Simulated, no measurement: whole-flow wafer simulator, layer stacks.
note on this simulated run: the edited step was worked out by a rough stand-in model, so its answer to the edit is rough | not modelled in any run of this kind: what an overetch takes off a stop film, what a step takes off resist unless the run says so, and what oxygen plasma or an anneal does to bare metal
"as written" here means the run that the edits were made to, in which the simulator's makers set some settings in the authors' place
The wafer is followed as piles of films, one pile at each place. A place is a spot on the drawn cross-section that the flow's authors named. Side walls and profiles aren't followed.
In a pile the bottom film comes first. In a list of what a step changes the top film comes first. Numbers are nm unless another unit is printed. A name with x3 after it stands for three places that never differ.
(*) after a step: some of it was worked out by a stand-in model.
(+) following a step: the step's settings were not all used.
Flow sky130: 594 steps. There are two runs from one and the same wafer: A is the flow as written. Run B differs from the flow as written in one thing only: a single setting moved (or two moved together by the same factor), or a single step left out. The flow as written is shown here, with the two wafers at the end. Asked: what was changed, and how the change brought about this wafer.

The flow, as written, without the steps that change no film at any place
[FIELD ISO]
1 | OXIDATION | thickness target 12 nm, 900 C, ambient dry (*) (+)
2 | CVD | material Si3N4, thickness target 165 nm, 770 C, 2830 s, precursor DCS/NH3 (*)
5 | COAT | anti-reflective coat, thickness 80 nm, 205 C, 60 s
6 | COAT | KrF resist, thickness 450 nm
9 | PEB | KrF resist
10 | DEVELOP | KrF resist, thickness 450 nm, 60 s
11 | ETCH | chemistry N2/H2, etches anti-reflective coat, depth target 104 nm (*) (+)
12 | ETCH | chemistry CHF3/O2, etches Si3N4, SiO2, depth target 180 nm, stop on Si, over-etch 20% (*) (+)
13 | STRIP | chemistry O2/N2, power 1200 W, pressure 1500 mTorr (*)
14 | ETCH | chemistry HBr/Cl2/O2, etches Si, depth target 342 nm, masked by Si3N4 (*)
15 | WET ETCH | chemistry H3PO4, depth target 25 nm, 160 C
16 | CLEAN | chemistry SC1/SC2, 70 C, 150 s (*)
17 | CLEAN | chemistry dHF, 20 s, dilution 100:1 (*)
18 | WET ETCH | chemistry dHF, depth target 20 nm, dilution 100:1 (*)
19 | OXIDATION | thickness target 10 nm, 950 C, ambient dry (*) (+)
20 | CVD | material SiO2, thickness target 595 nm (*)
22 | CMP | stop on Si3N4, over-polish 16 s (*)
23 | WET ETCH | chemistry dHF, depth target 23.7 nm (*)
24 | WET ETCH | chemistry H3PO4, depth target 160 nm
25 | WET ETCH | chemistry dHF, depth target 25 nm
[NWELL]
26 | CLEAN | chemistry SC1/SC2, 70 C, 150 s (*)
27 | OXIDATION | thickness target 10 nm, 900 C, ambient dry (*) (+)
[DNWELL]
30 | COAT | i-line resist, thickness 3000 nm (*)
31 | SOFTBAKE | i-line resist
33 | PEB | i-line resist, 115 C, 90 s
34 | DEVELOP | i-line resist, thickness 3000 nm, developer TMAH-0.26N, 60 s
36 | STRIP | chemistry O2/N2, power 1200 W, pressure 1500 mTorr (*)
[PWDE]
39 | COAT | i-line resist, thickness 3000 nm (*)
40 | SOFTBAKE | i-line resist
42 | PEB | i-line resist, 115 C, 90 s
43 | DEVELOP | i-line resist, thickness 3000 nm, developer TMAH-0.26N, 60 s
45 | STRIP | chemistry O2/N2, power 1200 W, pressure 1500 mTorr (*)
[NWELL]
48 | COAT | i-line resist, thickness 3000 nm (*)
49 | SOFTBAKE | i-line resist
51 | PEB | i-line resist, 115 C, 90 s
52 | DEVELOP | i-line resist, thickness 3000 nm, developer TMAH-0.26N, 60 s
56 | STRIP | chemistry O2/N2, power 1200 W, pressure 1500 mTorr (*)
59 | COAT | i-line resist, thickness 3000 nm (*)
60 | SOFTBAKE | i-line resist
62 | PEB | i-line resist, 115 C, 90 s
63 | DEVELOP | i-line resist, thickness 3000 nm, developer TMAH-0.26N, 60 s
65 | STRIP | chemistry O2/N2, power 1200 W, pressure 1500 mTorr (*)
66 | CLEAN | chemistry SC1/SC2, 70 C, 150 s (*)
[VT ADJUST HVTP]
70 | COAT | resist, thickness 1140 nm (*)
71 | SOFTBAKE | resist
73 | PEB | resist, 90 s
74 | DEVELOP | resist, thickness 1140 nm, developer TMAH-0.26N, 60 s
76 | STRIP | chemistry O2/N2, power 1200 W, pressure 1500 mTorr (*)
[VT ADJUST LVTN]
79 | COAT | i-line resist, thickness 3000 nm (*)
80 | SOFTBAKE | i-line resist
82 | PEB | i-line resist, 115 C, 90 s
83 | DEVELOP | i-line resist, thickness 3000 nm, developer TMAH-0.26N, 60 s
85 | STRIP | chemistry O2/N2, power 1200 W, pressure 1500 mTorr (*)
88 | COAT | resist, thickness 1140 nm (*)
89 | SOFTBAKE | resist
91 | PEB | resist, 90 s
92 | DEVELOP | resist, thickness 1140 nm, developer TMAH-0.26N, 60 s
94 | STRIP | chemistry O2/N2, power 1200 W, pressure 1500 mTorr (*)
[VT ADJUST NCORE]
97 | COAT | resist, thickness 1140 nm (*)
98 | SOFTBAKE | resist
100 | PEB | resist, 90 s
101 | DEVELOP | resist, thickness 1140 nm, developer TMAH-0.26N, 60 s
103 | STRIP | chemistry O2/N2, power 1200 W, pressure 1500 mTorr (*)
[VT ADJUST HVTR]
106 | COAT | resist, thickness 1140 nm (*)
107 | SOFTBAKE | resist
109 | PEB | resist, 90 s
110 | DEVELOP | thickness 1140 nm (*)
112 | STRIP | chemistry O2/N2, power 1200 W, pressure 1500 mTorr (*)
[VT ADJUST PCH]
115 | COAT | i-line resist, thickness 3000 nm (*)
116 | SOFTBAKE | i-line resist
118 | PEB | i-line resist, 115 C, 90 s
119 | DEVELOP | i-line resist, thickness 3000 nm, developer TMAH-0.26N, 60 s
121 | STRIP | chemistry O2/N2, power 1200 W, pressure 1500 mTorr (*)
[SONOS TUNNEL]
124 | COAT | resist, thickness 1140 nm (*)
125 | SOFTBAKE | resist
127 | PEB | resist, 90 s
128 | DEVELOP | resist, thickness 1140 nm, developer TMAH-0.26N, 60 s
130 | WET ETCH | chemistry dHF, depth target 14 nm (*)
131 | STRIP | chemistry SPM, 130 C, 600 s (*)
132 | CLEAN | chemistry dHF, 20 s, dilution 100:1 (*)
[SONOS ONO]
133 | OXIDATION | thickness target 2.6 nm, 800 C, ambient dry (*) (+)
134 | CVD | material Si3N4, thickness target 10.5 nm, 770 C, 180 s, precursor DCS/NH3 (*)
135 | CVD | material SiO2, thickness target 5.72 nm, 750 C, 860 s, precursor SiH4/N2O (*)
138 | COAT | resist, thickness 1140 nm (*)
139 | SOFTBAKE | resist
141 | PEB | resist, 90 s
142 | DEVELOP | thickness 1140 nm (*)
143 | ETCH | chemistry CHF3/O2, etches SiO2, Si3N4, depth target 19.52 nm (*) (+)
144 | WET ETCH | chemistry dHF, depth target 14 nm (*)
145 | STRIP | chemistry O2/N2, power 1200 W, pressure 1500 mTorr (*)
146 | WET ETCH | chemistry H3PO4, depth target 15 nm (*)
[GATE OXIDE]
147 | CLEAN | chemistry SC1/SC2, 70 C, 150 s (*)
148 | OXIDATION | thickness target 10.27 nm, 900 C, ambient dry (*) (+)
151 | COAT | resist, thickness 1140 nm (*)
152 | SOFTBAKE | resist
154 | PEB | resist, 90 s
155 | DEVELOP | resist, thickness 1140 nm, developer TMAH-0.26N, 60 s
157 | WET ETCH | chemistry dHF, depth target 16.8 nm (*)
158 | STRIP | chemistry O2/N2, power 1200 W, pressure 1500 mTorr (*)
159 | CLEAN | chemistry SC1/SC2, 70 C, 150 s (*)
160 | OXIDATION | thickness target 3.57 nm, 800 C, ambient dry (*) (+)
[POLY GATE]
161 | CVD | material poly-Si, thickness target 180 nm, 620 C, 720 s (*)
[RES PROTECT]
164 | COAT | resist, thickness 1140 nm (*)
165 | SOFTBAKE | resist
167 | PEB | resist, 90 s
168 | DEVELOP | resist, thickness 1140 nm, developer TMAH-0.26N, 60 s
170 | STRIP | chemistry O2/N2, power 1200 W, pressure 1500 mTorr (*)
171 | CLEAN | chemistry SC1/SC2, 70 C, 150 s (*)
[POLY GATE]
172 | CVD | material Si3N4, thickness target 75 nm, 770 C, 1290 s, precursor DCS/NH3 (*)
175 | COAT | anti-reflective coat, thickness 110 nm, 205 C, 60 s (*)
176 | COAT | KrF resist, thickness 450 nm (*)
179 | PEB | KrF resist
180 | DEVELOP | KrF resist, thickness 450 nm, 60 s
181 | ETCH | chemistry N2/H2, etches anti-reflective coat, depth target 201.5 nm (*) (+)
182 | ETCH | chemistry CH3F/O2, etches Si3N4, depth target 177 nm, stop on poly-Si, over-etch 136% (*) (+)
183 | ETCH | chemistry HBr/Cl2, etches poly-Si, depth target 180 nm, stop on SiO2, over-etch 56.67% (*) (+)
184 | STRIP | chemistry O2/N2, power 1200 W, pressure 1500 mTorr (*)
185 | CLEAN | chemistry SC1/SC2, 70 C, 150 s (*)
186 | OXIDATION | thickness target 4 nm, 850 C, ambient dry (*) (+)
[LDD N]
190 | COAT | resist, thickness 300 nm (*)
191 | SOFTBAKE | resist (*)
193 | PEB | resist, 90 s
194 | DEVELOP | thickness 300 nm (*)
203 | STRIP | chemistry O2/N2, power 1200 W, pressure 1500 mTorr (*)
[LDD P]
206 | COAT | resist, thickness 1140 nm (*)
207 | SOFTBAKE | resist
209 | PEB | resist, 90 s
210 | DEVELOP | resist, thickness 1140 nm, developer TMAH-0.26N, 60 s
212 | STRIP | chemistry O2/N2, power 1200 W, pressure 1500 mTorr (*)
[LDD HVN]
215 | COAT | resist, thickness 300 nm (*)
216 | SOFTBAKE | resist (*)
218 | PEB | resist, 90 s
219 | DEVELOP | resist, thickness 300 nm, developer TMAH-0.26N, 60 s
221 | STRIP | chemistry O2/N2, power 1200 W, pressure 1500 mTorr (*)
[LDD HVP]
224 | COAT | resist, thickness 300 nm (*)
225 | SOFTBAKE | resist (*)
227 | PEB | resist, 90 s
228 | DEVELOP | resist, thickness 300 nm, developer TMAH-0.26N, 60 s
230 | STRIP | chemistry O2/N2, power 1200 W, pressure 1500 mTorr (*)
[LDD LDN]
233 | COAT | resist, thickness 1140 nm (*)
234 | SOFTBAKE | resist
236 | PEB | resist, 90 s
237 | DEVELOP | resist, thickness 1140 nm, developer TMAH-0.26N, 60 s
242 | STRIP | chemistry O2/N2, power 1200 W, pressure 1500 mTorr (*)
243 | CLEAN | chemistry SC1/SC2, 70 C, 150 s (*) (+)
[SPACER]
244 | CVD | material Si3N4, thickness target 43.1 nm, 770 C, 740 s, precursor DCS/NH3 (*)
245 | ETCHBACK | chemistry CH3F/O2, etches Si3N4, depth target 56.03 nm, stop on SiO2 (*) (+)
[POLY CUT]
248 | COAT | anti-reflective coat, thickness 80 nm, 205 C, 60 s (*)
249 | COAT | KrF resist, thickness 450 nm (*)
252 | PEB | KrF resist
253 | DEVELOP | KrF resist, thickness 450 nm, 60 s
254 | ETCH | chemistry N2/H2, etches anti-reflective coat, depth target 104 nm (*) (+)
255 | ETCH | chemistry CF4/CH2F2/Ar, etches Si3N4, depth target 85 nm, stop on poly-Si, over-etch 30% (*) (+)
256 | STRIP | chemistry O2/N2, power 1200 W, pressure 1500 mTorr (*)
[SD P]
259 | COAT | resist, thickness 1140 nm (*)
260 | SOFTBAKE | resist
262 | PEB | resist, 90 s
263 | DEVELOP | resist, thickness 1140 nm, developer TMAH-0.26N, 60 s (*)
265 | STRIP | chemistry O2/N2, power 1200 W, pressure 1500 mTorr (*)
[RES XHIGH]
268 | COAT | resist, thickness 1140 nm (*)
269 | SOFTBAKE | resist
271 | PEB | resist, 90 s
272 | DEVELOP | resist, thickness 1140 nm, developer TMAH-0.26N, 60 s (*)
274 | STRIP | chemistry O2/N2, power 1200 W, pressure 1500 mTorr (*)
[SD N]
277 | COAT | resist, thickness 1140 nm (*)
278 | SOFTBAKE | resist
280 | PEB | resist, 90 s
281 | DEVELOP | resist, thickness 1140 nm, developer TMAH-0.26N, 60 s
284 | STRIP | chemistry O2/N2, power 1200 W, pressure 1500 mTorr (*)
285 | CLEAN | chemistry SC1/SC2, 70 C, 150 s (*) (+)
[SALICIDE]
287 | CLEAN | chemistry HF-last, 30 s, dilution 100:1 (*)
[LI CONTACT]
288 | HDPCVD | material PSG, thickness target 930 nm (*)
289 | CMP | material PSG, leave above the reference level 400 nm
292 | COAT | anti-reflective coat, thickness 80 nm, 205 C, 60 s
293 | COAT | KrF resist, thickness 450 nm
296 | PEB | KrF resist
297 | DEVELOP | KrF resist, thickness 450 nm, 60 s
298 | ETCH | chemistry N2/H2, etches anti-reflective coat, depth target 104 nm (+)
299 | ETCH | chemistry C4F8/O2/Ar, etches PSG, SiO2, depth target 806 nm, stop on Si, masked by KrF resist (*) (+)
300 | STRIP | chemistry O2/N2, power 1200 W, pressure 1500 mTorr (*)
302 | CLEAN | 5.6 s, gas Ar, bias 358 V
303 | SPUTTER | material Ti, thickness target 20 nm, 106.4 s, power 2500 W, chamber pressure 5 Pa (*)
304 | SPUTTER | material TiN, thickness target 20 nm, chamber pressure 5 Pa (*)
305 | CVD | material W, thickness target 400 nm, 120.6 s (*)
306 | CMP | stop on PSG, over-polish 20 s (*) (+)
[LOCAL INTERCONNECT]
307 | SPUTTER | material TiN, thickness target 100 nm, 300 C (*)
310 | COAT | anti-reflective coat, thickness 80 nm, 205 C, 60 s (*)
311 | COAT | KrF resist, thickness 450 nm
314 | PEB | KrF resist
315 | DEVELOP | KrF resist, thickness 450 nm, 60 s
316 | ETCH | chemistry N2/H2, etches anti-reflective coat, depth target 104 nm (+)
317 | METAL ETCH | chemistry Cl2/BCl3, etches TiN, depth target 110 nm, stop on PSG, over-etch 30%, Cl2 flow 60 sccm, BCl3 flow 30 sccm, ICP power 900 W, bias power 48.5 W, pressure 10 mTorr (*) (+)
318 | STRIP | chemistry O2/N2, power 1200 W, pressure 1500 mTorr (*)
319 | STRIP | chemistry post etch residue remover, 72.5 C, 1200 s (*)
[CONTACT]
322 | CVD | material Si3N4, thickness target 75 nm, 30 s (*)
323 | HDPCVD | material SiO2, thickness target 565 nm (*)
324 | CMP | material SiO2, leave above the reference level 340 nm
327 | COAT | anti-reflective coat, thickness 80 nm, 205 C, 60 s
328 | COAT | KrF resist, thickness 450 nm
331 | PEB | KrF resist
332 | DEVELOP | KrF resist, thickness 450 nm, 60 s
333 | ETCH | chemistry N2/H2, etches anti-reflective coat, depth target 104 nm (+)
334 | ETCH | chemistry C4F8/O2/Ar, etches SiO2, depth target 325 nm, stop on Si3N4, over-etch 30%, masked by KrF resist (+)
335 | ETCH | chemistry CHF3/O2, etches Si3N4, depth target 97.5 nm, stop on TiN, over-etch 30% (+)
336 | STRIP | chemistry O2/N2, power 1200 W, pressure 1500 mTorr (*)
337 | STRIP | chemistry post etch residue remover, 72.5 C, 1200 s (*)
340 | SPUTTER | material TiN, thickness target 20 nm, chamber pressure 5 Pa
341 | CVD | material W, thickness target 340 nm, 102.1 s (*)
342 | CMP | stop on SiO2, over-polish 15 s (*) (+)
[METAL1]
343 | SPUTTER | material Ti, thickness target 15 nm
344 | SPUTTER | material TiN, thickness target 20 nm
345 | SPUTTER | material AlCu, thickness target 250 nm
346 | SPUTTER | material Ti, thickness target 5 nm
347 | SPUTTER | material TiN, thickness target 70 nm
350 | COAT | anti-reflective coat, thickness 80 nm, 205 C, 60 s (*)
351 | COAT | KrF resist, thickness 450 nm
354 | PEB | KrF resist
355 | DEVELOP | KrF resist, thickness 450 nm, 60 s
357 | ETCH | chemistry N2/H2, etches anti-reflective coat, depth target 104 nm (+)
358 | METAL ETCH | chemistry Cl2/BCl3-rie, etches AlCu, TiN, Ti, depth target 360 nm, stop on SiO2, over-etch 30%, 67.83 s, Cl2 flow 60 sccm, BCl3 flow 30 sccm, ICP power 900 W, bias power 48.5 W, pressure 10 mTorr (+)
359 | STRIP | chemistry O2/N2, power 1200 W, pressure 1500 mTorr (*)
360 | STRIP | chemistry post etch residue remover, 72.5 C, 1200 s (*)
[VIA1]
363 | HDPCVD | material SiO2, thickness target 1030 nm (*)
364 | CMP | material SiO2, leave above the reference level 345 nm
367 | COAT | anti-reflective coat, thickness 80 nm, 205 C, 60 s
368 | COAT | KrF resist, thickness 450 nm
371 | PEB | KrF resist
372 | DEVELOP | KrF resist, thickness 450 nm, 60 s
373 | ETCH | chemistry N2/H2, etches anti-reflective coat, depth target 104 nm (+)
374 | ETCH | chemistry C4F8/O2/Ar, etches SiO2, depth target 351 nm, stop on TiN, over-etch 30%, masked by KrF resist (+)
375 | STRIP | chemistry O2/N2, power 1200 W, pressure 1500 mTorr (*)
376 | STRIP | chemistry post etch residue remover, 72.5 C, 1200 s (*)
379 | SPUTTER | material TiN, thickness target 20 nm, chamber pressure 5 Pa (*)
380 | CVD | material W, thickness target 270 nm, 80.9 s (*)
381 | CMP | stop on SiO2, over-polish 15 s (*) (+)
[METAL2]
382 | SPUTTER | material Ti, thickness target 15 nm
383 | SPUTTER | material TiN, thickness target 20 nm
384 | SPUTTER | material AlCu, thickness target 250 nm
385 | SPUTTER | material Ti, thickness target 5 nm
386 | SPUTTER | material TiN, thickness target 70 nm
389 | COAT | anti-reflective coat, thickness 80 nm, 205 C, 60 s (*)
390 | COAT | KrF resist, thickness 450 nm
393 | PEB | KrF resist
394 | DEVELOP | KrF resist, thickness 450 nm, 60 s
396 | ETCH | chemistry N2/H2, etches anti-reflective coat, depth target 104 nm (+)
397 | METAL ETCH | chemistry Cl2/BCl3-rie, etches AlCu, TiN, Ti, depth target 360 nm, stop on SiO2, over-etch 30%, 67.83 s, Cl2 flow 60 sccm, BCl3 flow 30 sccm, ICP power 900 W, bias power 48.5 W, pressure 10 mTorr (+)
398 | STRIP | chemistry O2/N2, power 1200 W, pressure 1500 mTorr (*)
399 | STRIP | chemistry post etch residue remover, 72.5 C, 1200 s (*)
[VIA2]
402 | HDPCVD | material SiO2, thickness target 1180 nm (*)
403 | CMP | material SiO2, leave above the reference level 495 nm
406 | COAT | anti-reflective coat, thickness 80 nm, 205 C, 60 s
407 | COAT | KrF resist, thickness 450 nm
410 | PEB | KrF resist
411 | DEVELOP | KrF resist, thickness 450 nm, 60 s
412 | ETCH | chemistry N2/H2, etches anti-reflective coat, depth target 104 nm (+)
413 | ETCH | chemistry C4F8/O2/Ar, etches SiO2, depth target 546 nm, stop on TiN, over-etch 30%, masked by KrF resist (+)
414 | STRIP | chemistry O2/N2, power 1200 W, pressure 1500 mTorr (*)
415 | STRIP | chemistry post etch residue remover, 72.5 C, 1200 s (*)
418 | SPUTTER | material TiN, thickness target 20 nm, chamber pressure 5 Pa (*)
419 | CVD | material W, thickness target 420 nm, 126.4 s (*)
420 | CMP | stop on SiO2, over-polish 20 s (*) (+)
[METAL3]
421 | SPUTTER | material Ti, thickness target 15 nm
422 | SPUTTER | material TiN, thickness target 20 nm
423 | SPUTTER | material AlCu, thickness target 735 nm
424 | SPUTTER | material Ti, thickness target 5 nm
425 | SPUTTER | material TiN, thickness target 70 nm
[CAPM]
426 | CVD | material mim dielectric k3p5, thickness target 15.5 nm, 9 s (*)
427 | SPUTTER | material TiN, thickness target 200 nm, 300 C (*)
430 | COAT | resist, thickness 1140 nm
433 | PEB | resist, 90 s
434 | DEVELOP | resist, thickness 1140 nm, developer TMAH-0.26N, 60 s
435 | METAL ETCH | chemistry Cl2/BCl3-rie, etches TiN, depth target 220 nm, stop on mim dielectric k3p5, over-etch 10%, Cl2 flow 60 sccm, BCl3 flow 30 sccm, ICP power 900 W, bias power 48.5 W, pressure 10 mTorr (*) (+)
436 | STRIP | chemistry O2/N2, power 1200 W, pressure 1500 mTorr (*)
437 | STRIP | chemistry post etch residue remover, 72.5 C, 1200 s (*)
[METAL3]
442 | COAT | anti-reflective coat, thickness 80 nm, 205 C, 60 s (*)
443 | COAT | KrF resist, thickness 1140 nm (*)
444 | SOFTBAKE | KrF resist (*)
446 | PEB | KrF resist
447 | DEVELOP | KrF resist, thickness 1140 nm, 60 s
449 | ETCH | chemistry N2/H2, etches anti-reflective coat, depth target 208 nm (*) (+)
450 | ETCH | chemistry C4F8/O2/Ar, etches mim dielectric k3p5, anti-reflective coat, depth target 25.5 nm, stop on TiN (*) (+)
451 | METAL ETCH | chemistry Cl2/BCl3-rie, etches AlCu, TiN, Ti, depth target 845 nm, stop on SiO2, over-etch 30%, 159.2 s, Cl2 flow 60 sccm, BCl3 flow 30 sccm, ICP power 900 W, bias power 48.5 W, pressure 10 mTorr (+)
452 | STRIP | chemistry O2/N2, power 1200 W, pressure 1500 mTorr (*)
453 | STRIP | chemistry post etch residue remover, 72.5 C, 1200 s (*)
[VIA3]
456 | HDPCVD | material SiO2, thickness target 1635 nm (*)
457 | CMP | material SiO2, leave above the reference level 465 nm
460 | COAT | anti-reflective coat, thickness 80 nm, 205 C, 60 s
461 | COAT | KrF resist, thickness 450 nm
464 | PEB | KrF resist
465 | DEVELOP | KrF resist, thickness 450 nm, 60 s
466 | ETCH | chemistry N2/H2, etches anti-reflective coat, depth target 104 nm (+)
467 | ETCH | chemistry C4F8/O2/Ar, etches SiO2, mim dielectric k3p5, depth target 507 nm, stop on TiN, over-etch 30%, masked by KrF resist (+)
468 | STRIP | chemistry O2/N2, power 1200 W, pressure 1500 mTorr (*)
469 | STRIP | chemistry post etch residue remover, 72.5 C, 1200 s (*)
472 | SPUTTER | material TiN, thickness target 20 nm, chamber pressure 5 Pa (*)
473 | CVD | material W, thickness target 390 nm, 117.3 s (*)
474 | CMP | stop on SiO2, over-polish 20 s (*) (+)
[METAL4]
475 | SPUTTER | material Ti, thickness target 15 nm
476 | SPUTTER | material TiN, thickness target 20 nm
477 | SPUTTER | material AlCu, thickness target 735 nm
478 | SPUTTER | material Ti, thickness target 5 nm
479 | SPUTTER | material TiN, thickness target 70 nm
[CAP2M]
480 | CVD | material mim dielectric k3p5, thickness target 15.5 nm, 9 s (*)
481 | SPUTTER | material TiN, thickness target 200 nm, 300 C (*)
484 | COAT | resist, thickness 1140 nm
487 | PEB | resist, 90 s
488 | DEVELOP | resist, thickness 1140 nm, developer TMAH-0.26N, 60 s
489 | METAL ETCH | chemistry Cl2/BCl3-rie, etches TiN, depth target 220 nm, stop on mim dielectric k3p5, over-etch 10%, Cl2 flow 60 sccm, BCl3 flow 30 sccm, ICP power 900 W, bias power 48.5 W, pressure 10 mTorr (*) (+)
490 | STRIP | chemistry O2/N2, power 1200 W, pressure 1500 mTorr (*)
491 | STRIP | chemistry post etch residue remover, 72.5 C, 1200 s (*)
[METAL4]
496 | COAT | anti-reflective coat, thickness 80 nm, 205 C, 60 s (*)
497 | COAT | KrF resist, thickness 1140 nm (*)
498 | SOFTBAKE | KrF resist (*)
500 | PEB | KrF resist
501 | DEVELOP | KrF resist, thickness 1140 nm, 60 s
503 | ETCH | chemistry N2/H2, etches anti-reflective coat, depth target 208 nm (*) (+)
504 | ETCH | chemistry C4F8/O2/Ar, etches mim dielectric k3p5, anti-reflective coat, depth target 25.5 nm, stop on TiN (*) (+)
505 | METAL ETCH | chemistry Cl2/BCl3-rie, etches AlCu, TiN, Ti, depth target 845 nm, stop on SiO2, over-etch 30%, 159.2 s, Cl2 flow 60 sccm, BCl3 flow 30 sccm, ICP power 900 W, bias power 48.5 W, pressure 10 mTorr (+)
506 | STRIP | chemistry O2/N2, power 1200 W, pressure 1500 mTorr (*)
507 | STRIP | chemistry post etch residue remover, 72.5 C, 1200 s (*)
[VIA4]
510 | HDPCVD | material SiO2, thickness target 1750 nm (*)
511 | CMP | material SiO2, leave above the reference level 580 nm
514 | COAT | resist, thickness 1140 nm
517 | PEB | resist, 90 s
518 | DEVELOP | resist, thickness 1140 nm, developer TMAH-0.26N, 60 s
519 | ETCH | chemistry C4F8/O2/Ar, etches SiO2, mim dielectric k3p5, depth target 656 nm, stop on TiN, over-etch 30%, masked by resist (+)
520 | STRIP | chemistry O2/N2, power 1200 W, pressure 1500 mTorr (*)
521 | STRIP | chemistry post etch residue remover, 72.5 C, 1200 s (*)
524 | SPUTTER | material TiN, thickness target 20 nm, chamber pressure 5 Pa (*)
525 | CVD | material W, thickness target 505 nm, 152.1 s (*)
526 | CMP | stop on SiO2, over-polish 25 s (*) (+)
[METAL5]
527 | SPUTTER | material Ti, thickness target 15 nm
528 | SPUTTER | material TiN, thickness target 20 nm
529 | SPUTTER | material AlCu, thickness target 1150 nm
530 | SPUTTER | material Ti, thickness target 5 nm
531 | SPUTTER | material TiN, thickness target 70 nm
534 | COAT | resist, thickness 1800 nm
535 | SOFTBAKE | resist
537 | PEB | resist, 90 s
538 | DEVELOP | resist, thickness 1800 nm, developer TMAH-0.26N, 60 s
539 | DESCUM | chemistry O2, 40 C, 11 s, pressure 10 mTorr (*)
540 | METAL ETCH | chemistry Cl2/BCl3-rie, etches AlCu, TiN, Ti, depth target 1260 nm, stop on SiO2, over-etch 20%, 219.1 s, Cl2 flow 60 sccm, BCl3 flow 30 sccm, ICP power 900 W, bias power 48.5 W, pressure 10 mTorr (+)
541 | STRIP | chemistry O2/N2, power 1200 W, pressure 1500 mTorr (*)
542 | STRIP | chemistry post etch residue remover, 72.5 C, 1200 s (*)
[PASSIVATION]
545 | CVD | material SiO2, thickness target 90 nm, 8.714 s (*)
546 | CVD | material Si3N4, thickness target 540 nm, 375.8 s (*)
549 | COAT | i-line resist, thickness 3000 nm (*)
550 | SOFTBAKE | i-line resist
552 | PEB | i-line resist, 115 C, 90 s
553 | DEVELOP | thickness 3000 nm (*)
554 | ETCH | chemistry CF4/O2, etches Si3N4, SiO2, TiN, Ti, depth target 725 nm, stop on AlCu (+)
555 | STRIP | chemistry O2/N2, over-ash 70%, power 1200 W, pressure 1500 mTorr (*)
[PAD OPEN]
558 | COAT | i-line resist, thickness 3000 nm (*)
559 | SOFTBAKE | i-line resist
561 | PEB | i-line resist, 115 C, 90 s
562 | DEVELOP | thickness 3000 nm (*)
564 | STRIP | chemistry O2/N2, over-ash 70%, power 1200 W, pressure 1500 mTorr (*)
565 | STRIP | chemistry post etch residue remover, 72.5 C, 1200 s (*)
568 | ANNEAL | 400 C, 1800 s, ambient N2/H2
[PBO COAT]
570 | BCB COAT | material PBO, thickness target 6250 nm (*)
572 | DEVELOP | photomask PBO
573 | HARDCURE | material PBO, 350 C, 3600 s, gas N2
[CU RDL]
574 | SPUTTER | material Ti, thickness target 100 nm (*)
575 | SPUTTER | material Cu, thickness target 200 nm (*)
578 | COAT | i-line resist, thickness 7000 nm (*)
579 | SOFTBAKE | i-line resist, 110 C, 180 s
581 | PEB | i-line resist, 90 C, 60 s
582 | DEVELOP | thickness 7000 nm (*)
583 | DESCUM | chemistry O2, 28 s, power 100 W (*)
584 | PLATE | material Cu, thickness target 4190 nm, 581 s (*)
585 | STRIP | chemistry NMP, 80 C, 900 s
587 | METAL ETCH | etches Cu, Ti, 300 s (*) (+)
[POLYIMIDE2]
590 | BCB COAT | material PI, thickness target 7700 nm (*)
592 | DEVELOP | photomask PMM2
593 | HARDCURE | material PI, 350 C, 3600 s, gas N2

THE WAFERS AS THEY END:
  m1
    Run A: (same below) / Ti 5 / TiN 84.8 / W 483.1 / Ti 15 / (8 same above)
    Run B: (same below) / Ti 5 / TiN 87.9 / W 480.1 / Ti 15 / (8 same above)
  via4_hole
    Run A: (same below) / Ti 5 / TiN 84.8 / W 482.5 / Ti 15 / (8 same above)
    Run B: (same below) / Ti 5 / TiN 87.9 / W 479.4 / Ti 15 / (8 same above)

Cause: step 524, SPUTTER: thickness target 24 nm was run, though the flow has thickness target 20 nm.

Step by step, how the change led to this:
  524 | SPUTTER | material TiN, thickness target 20 nm, chamber pressure 5 Pa (*)
      field, active, n_well and 188 more: A +20 TiN (new film) | B +24 TiN (new film)
      m1, via4_hole: A +15.3 TiN | B +18.3 TiN
  526 | CMP | stop on SiO2, over-polish 25 s (*) (+)
      field, active, n_well and 188 more: A -505 W (all of it), -20 TiN (all of it), -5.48 SiO2 | B -505 W (all of it), -24 TiN (all of it), -5.48 SiO2
